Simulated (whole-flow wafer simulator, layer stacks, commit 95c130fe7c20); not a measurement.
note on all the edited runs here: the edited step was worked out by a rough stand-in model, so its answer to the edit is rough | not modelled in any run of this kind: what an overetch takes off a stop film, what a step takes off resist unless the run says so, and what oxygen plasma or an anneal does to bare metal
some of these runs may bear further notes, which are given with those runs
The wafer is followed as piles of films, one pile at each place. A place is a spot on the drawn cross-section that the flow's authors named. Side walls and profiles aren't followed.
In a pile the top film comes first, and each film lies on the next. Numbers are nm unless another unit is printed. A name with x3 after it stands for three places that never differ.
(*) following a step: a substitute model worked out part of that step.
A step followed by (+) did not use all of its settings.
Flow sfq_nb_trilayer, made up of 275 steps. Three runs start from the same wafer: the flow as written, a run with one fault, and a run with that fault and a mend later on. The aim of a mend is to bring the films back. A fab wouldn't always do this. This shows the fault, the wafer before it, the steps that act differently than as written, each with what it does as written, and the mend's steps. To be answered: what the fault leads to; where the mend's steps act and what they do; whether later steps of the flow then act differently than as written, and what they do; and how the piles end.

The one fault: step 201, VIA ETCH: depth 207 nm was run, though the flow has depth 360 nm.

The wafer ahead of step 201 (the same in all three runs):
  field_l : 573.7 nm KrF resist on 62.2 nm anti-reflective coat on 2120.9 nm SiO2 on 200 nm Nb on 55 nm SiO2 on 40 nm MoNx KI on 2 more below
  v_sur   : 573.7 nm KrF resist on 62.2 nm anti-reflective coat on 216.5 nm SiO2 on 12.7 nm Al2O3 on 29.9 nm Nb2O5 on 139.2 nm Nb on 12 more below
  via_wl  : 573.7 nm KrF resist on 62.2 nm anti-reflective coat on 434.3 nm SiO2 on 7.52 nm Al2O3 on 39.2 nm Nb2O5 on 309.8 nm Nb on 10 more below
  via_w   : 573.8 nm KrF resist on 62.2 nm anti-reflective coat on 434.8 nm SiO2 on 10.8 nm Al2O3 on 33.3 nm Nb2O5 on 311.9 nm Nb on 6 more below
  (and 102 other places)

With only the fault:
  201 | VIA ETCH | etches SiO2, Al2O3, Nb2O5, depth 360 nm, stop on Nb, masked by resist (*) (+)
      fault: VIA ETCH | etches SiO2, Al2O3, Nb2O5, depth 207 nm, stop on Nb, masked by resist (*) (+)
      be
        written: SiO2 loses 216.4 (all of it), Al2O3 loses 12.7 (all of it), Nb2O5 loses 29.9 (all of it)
        fault: SiO2 loses 207
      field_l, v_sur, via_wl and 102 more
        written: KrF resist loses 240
        fault: KrF resist loses 138
  Steps later in the flow that act otherwise than as written (not shown: 6 more steps that differ only slightly, by at most 2% or 0.5 nm, whichever is larger):
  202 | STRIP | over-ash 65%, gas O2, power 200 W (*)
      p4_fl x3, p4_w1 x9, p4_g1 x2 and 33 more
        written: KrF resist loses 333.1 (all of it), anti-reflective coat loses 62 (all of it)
        fault: KrF resist loses 435.1 (all of it), anti-reflective coat loses 62 (all of it)
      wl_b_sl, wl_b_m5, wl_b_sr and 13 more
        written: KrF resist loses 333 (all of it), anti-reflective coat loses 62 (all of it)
        fault: KrF resist loses 435 (all of it), anti-reflective coat loses 62 (all of it)
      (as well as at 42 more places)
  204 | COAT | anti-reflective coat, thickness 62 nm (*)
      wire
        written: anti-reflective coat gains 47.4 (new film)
        fault: anti-reflective coat gains 49 (new film)
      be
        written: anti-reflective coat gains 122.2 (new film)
        fault: anti-reflective coat gains 114.4 (new film)
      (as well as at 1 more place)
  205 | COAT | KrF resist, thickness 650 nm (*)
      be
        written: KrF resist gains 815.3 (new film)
        fault: KrF resist gains 778.2 (new film)
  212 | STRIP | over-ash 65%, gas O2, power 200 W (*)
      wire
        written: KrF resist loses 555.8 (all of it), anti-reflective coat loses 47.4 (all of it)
        fault: KrF resist loses 558.7 (all of it), anti-reflective coat loses 49 (all of it)
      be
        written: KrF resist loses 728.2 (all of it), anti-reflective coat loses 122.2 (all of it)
        fault: KrF resist loses 691 (all of it), anti-reflective coat loses 114.4 (all of it)
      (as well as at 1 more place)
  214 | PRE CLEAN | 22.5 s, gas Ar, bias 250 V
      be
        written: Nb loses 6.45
        fault: SiO2 loses 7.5
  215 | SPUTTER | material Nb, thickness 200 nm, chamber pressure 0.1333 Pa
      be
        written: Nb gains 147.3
        fault: Nb gains 159.1 (new film)
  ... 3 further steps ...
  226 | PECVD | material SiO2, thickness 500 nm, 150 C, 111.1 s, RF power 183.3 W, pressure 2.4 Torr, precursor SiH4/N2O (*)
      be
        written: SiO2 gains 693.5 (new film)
        fault: SiO2 gains 630.8 (new film)
  By the end, the piles at be depart from the flow's by more than 2% or 0.5 nm, whichever is larger.
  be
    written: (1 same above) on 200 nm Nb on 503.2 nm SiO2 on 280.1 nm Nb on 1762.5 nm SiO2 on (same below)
    fault: (1 same above) on 200 nm Nb on 440.5 nm SiO2 on 159.1 nm Nb on 1.86 nm SiO2 on 12.7 nm Al2O3 on 29.9 nm Nb2O5 on 139.2 nm Nb on 1762.5 nm SiO2 on (same below)

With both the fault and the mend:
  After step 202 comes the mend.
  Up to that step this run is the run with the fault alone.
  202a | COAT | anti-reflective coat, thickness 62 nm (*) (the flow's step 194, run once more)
      l0v, p4_fl x3, p4_w1 x9 and 52 more
        anti-reflective coat gains 62 (new film)
      wl_a_sl, wl_a_m6, wl_a_sr, wl_g_sr
        anti-reflective coat gains 61.9 (new film)
      ln_m6, lsp_r, l0_sur
        anti-reflective coat gains 62.1 (new film)
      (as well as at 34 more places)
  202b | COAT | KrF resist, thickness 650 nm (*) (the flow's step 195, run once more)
      p4_fl x3, p4_w1 x9, p4_g1 x2 and 33 more
        KrF resist gains 650 (new film)
      wl_b_m5, wl_b_sr, wl_c_sl and 12 more
        KrF resist gains 649.9 (new film)
      jj_sur, wl_b_sl, wl_g_m5
        KrF resist gains 649.8 (new film)
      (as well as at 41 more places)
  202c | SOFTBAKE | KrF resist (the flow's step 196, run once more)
      alters no film at any place that is followed
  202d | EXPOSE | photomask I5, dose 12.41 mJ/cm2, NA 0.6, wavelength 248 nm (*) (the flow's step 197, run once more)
      alters no film at any place that is followed
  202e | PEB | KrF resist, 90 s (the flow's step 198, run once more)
      field_l, v_sur, via_wl and 82 more
        KrF resist loses 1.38
      via_w, via_wr, via_sp, wire
        KrF resist loses 1.37
      ce_l, moat, field_r, wl_jj
        KrF resist loses 1.39
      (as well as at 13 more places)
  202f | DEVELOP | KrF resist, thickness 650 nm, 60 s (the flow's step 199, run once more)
      field_l, v_sur, via_wl and 102 more
        KrF resist loses 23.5
      be
        KrF resist loses 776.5 (all of it)
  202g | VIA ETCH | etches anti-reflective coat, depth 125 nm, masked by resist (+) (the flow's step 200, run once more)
      field_l, v_sur, via_wl and 102 more
        KrF resist loses 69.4
      be
        anti-reflective coat loses 114.4 (all of it), SiO2 loses 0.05
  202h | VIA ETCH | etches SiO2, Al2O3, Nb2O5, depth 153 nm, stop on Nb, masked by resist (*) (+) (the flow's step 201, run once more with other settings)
      field_l, v_sur, via_wl and 102 more
        KrF resist loses 102
      be
        SiO2 loses 9.3 (all of it), Al2O3 loses 12.7 (all of it), Nb2O5 loses 29.9 (all of it)
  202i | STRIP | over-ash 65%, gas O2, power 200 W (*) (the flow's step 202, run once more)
      p4_fl x3, p4_w1 x9, p4_g1 x2 and 33 more
        KrF resist loses 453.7 (all of it), anti-reflective coat loses 62 (all of it)
      wl_b_sl, wl_b_m5, wl_b_sr and 7 more
        KrF resist loses 453.5 (all of it), anti-reflective coat loses 62 (all of it)
      wl_c_sr, wl_d_sl, wl_d_m1, wl_d_sr, wl_e_sl, wl_e_m5, wl_e_sr
        KrF resist loses 453.6 (all of it), anti-reflective coat loses 62 (all of it)
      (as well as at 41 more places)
  Every later step of the flow that is run acts as written at every place that is followed.
  The piles end the same as the flow's at every place that both follow.
